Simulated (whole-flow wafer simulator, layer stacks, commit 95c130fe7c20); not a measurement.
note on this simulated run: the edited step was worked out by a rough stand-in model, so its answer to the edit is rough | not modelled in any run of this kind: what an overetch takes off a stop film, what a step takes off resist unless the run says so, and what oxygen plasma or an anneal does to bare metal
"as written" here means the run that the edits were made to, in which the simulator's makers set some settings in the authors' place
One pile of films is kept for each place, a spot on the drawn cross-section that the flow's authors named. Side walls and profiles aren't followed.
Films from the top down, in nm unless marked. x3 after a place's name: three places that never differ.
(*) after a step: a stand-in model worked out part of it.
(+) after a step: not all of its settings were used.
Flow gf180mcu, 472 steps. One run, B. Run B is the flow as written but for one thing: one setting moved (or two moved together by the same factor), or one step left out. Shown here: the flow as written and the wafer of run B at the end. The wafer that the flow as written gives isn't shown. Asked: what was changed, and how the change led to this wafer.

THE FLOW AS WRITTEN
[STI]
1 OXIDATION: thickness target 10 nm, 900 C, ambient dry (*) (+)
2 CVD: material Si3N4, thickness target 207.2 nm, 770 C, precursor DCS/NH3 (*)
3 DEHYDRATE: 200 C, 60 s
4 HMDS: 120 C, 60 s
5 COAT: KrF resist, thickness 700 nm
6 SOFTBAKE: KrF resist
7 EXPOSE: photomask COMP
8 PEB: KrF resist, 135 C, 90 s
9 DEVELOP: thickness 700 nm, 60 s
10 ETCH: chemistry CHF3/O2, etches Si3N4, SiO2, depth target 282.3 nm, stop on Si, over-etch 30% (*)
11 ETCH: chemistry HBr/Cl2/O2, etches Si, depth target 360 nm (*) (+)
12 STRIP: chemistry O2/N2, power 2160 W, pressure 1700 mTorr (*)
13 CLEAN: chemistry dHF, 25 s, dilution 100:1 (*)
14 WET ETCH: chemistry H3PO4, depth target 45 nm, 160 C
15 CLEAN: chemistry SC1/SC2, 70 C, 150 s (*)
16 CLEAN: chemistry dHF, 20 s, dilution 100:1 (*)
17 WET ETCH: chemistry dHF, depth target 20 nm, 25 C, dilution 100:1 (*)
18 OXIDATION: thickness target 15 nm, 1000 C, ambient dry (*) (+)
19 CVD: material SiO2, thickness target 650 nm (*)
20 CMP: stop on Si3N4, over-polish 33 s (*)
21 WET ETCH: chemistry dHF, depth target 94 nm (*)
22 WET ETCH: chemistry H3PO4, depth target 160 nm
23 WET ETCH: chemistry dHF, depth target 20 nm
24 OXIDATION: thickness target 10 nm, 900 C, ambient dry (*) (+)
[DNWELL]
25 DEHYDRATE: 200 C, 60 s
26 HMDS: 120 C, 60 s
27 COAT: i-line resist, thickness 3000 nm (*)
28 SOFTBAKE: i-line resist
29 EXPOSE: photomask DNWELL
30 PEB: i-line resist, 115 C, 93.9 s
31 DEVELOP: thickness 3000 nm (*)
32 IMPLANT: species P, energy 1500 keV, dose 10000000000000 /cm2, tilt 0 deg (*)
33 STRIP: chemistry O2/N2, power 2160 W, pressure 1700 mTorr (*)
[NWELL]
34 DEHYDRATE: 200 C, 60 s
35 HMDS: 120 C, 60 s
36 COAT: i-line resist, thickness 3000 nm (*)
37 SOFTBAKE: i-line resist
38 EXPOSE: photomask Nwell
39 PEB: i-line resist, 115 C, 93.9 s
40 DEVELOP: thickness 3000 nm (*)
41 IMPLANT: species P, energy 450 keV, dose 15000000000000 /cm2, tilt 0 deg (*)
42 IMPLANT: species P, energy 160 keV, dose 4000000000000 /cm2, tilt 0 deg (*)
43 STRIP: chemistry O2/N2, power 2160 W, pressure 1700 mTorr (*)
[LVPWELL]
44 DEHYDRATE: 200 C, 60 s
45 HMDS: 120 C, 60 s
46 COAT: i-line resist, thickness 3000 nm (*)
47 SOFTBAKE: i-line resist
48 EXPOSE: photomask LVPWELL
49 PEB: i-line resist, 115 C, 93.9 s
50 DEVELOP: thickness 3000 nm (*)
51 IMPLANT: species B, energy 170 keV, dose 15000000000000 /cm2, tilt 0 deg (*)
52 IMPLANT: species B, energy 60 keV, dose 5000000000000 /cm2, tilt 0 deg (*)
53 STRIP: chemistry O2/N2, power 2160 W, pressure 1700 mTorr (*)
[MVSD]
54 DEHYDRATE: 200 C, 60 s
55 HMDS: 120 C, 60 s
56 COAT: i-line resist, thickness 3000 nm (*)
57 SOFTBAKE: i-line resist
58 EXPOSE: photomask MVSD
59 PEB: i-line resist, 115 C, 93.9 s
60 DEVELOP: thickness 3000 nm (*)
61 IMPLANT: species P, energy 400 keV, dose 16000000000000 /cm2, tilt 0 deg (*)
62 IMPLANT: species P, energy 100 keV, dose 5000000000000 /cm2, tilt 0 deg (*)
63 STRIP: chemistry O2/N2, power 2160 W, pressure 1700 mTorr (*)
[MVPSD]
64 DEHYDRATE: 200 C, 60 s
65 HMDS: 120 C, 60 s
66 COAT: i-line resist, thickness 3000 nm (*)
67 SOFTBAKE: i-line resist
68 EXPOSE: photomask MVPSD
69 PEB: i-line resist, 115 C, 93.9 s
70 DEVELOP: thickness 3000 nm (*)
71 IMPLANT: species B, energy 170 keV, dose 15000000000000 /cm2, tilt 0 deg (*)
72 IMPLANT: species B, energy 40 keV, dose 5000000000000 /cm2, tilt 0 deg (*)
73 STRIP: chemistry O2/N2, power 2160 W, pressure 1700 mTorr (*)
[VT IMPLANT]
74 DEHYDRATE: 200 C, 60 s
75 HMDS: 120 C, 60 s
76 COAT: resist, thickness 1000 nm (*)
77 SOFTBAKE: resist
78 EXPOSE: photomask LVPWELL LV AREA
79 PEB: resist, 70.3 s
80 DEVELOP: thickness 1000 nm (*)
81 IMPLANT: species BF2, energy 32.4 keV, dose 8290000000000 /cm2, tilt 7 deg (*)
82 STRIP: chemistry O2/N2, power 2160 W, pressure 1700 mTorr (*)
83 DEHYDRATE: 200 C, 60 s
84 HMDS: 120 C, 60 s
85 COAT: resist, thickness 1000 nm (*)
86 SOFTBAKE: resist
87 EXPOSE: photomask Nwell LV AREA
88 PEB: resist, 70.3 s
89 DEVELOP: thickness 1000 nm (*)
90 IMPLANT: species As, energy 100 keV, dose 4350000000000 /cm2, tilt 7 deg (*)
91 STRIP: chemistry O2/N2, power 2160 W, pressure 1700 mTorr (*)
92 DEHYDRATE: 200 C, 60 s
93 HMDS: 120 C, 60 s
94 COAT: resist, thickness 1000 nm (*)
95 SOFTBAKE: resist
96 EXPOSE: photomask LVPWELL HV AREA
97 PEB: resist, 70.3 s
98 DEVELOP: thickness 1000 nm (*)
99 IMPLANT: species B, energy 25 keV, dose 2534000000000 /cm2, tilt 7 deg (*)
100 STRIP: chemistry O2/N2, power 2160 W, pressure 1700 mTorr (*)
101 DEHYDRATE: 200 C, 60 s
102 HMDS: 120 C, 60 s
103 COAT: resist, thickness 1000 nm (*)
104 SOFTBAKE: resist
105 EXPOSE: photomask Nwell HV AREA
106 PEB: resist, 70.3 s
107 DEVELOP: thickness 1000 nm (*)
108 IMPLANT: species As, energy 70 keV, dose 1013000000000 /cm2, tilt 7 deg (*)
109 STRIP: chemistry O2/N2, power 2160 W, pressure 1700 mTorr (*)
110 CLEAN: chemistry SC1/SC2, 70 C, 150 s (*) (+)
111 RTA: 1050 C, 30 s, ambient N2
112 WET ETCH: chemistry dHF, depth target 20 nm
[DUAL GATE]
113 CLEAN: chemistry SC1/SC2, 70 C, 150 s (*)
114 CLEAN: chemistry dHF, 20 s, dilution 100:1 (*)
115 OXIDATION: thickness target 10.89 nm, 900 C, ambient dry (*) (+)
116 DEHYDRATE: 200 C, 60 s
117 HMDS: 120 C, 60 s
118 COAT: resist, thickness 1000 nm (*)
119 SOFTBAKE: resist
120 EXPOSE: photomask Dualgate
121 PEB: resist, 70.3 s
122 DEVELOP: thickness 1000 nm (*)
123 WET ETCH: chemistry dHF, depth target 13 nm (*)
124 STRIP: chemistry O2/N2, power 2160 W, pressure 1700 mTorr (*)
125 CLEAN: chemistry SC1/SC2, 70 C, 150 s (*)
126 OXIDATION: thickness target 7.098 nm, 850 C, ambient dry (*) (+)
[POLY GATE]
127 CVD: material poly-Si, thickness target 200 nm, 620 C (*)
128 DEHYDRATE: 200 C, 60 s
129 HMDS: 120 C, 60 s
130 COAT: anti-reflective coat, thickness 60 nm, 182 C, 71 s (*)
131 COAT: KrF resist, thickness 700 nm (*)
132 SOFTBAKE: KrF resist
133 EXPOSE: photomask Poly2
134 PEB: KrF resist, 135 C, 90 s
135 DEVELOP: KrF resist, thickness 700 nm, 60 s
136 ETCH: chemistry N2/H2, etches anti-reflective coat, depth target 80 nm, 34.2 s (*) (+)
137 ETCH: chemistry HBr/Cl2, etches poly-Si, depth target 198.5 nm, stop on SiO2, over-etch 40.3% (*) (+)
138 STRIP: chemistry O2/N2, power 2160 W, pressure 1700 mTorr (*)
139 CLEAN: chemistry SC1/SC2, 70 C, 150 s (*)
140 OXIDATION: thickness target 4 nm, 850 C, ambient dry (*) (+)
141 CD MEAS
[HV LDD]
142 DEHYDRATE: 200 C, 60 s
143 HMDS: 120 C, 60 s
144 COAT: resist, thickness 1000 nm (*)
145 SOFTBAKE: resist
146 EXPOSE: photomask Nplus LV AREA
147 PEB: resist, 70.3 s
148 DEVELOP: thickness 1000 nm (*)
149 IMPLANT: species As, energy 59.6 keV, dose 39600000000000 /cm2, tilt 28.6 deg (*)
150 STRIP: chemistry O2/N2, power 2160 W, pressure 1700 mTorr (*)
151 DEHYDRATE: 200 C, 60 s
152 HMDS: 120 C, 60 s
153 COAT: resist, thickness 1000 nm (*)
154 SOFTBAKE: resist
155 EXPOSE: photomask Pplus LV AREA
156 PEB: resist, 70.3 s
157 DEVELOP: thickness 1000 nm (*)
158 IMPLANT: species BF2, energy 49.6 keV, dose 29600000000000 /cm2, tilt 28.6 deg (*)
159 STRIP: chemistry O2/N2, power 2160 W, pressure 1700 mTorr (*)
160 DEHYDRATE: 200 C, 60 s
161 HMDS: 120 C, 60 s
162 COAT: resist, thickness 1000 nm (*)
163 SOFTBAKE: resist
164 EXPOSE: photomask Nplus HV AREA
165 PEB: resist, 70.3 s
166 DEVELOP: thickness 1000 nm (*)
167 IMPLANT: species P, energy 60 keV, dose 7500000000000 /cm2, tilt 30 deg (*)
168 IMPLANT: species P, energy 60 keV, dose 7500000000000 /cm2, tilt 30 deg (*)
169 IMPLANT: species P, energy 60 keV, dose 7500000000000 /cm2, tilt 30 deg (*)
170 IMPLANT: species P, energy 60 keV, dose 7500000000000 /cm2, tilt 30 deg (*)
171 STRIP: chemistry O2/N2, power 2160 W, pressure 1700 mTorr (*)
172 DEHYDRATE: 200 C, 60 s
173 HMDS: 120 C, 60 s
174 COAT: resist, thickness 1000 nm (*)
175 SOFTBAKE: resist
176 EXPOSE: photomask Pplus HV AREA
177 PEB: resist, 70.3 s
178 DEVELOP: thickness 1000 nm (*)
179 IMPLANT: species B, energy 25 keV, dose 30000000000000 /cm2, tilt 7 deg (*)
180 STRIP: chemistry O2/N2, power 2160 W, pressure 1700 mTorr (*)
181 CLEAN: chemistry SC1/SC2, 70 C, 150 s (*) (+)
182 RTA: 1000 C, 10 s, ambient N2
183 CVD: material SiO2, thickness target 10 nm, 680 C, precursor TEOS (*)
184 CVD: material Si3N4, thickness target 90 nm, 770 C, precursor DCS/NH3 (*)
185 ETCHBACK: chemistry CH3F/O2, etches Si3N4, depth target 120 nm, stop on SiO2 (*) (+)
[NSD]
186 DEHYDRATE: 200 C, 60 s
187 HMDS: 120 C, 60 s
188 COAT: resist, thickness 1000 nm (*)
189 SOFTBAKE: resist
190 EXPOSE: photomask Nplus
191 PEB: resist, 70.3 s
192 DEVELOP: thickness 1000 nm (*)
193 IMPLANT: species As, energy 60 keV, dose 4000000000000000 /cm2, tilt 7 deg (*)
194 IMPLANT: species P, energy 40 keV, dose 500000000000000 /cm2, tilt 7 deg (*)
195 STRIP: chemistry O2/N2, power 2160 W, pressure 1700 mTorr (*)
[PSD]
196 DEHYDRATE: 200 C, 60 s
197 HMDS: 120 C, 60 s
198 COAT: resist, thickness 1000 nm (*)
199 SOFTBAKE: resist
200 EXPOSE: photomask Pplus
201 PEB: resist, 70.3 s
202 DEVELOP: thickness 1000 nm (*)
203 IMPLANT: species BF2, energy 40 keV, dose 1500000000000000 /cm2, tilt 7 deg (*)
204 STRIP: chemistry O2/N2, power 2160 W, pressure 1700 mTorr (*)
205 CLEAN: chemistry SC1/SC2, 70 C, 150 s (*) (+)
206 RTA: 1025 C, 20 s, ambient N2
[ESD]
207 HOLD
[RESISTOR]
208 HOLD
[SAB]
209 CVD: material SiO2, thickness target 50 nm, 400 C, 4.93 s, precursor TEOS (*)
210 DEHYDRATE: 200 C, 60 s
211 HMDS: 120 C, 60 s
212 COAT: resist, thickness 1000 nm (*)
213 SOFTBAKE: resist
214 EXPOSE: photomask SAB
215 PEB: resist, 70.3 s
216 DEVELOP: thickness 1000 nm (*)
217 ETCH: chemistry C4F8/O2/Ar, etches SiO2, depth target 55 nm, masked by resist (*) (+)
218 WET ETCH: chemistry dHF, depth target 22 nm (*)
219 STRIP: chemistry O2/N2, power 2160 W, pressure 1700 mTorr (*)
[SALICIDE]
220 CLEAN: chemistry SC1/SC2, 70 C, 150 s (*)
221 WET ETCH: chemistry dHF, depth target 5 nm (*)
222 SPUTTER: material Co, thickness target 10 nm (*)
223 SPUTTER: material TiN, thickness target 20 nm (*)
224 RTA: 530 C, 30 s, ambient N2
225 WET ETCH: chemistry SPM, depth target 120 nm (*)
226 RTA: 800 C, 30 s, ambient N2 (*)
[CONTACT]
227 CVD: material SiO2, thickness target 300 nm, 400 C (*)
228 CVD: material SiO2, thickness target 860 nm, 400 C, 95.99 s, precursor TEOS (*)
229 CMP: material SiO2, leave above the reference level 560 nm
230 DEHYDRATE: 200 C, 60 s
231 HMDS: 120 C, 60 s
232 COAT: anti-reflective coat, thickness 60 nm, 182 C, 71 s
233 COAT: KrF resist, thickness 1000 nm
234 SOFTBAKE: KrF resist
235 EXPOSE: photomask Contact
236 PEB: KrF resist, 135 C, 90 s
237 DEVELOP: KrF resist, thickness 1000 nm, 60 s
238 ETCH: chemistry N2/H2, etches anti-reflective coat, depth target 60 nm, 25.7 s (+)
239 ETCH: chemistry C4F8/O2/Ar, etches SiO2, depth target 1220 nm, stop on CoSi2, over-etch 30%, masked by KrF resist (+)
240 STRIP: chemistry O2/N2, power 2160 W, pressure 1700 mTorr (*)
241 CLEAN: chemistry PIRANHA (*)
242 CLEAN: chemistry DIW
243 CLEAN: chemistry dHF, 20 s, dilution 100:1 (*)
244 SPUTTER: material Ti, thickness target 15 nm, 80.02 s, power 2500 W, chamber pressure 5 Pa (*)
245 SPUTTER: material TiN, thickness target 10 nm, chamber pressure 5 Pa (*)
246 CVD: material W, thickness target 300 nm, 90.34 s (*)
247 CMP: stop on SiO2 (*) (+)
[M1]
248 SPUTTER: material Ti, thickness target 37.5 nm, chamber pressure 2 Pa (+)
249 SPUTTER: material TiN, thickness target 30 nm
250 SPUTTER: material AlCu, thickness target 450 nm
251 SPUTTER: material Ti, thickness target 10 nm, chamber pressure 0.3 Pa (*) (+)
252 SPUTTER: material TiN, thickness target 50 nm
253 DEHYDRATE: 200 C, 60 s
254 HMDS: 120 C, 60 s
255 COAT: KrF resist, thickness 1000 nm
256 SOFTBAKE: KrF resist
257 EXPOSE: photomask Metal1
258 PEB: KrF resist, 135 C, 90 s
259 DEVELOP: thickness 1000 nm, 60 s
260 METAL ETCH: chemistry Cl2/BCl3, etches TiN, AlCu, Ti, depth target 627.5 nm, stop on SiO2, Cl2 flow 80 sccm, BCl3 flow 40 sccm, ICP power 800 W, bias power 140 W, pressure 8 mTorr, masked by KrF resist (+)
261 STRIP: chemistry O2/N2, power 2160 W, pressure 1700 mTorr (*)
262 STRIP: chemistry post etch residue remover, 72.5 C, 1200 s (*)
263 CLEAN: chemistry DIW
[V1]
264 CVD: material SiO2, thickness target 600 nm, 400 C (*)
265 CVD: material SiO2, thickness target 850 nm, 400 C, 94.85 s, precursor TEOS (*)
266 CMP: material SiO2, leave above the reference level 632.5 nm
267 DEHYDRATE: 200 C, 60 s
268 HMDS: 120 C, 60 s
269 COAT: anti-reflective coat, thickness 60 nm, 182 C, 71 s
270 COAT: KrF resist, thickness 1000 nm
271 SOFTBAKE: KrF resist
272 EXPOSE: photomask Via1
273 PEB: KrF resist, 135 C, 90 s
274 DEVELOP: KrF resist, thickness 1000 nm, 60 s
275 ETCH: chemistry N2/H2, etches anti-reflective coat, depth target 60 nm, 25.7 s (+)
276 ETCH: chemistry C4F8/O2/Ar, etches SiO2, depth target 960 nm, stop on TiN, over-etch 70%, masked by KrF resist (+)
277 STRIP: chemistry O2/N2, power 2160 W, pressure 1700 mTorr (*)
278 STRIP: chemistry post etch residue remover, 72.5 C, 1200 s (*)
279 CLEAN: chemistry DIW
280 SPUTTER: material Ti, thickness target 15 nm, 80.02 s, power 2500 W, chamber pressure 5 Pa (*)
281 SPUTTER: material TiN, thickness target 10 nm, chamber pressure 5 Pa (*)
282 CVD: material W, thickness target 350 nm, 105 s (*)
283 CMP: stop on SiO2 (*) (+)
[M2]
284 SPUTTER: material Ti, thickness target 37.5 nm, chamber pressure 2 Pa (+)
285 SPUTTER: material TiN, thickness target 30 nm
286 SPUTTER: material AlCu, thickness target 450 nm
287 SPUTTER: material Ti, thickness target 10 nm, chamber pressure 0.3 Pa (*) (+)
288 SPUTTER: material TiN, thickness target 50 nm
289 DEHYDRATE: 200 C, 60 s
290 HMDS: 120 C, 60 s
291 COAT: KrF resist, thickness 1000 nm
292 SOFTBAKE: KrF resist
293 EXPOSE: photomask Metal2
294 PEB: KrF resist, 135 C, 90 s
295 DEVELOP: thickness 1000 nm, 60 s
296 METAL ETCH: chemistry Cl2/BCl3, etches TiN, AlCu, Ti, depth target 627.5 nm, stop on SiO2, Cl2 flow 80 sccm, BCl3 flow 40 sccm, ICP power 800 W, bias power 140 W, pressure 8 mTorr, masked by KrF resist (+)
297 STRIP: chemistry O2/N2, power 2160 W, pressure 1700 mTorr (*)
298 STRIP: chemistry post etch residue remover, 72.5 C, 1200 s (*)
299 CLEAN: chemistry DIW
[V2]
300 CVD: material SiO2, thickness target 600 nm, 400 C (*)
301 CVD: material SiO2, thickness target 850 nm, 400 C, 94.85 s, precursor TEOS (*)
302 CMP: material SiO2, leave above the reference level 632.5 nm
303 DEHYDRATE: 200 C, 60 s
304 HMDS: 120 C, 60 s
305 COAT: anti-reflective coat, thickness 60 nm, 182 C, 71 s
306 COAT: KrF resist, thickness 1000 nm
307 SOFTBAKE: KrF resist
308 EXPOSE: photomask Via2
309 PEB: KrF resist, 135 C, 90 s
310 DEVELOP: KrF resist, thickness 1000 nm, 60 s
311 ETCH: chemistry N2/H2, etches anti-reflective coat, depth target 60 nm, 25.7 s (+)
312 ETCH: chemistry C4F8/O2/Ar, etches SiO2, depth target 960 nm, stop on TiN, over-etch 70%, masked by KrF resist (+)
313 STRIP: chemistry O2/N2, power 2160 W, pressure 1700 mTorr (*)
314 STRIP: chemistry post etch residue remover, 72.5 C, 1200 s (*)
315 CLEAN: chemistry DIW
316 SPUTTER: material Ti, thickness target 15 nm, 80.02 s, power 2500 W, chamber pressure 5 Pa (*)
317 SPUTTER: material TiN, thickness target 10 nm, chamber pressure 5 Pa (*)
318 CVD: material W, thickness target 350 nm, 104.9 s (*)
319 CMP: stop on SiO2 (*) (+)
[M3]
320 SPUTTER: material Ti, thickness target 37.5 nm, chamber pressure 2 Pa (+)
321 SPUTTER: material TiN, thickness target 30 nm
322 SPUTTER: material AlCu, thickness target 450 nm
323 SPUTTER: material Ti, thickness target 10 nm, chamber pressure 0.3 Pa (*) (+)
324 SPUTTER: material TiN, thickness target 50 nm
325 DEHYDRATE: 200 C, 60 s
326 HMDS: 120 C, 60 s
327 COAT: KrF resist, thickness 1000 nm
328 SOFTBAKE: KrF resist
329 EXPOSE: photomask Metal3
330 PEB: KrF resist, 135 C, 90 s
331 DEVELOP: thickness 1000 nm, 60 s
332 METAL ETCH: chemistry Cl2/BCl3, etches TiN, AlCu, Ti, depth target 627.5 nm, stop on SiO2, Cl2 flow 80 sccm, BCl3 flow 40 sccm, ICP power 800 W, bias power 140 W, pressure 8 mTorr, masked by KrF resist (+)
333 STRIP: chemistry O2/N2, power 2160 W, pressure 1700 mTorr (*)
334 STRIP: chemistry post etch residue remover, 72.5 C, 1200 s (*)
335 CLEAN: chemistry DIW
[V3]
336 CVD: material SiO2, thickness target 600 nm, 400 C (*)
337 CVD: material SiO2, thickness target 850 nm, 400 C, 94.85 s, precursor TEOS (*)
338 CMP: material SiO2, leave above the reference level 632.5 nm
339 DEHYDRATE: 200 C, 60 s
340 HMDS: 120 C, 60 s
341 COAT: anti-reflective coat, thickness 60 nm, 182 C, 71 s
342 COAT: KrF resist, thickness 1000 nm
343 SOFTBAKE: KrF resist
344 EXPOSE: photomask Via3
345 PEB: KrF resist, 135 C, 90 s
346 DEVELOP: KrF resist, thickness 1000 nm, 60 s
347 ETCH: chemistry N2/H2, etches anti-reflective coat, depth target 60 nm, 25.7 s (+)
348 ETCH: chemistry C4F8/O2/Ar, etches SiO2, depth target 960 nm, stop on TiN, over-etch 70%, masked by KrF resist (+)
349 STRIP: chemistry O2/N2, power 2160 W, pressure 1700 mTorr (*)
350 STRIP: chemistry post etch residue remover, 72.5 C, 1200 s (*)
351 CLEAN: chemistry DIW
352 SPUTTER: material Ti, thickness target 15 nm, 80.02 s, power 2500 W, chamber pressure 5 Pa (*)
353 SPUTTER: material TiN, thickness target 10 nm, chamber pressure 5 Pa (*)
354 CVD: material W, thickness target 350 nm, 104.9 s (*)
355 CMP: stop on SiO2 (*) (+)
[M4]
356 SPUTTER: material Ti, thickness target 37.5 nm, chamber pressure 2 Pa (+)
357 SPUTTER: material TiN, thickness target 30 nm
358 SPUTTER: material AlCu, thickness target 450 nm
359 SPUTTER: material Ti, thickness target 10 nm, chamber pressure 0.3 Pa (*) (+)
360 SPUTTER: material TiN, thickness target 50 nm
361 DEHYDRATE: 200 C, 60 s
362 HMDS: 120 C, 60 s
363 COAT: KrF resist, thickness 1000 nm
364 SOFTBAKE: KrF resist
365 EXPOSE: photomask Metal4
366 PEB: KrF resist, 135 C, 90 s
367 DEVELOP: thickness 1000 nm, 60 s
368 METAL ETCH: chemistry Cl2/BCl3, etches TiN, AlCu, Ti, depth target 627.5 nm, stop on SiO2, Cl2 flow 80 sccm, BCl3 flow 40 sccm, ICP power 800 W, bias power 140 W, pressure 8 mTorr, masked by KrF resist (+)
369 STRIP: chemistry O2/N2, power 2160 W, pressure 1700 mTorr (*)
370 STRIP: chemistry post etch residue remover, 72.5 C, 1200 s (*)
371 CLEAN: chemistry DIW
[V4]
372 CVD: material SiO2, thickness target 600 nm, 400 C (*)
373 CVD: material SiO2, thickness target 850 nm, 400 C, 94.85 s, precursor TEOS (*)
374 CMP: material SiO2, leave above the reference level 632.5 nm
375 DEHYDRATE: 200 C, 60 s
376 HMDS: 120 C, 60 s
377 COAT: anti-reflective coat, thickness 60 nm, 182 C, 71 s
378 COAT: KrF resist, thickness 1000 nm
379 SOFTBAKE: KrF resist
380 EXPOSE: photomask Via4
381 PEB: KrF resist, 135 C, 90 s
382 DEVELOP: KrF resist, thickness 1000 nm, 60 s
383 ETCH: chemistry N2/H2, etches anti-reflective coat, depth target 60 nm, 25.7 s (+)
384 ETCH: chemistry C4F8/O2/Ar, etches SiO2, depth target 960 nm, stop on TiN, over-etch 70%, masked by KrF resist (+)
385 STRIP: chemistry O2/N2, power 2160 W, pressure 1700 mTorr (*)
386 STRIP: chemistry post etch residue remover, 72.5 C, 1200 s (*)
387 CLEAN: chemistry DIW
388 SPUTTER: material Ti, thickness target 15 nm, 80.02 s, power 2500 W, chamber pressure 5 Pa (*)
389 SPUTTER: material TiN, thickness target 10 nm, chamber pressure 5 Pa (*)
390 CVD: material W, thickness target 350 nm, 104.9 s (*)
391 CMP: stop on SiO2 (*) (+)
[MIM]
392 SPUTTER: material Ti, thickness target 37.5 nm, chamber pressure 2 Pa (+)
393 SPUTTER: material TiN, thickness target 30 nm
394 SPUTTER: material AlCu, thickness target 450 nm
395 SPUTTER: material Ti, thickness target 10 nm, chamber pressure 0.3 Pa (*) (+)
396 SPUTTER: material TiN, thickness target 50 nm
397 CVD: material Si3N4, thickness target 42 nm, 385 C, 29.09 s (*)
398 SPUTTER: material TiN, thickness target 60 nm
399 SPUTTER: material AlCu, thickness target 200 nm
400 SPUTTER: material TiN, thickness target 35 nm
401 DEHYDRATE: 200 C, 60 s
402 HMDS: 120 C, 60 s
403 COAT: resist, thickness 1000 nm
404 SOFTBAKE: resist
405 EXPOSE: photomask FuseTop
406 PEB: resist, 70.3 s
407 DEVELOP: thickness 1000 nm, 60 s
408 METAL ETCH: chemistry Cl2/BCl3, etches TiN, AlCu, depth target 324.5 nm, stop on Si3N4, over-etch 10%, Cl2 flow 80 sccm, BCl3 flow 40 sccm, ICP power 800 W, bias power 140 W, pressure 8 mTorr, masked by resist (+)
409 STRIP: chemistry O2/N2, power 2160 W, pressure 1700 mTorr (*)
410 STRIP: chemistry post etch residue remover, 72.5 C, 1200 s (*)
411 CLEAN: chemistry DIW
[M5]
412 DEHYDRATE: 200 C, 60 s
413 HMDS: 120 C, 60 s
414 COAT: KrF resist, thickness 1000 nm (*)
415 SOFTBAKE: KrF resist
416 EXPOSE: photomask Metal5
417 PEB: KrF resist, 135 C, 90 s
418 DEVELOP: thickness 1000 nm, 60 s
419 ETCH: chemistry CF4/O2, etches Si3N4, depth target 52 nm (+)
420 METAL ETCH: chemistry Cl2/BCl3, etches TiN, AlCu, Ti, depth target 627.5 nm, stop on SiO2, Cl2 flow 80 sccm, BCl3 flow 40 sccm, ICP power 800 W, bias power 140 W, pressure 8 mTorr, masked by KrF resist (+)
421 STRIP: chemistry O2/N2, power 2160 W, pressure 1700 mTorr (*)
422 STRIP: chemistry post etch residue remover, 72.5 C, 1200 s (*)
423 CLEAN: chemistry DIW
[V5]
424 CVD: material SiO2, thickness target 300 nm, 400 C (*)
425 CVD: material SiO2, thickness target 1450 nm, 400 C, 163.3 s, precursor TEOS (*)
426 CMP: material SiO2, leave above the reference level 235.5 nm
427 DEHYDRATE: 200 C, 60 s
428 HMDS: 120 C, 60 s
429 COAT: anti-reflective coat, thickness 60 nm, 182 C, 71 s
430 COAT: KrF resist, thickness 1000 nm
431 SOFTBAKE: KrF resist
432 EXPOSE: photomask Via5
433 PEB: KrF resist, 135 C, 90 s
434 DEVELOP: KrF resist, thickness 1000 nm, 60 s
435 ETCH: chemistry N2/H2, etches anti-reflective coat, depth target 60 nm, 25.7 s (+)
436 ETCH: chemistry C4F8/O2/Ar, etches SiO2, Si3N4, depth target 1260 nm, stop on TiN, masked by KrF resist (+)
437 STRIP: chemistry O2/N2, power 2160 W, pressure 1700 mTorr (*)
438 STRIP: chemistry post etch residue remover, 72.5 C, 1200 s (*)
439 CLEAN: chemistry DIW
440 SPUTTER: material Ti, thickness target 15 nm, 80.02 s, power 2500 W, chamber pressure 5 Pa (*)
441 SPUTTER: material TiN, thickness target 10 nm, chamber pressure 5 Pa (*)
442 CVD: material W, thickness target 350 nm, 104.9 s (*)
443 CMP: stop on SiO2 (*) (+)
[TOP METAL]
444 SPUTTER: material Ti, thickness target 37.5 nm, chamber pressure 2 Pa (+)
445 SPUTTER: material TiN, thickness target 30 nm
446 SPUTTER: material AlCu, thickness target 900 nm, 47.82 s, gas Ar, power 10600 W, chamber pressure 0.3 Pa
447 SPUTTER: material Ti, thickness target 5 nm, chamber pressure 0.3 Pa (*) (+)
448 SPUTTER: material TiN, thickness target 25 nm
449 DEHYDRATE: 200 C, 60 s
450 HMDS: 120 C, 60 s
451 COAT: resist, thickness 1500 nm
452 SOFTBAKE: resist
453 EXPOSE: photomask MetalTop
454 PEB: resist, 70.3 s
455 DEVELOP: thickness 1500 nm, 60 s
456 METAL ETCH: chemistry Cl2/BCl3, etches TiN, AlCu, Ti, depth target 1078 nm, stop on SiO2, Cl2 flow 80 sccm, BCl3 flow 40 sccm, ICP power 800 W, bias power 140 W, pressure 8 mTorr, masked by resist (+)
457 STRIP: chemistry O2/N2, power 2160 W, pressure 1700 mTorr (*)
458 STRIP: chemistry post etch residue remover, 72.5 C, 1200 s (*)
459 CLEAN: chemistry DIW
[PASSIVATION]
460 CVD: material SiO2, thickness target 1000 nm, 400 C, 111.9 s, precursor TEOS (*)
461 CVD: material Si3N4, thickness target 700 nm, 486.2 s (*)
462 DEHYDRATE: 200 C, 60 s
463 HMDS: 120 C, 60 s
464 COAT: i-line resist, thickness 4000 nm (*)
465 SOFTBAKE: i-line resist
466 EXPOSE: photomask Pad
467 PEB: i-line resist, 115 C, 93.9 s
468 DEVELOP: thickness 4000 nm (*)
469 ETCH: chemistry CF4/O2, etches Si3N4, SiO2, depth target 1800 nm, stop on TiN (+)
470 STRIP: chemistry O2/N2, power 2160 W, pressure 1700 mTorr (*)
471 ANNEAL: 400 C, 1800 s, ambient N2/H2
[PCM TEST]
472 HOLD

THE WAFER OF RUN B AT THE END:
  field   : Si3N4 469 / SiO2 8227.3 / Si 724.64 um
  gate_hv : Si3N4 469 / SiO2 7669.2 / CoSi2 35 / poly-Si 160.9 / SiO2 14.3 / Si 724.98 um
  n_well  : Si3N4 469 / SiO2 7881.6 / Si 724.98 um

The cause: step 461, CVD: thickness target 469 nm was run, where the flow has thickness target 700 nm; step 461, CVD: 325.7 s was run, where the flow has 486.2 s.
It can be read off the wafer: field has Si3N4 469, and step 461 as written asks for 700 nm.

How the change led to this, step by step:
  461 CVD: material Si3N4, thickness target 700 nm, 486.2 s (*)
      field, field__w1, field__w2 and 109 more: Si3N4 +469 (new film) (as written it would be: Si3N4 +700 (new film))
  465 SOFTBAKE: i-line resist
      field__w11, field__w13: i-line resist +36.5 (as written it would be: i-line resist +37.6)
      mim, ppoly_u: i-line resist +36.4 (as written it would be: i-line resist +37.5)
      (and at 48 more places)
  469 ETCH: chemistry CF4/O2, etches Si3N4, SiO2, depth target 1800 nm, stop on TiN (+)
      pad: Si3N4 -469 (all of it), SiO2 -1000 (all of it) (as written it would be: Si3N4 -700 (all of it), SiO2 -1000 (all of it))
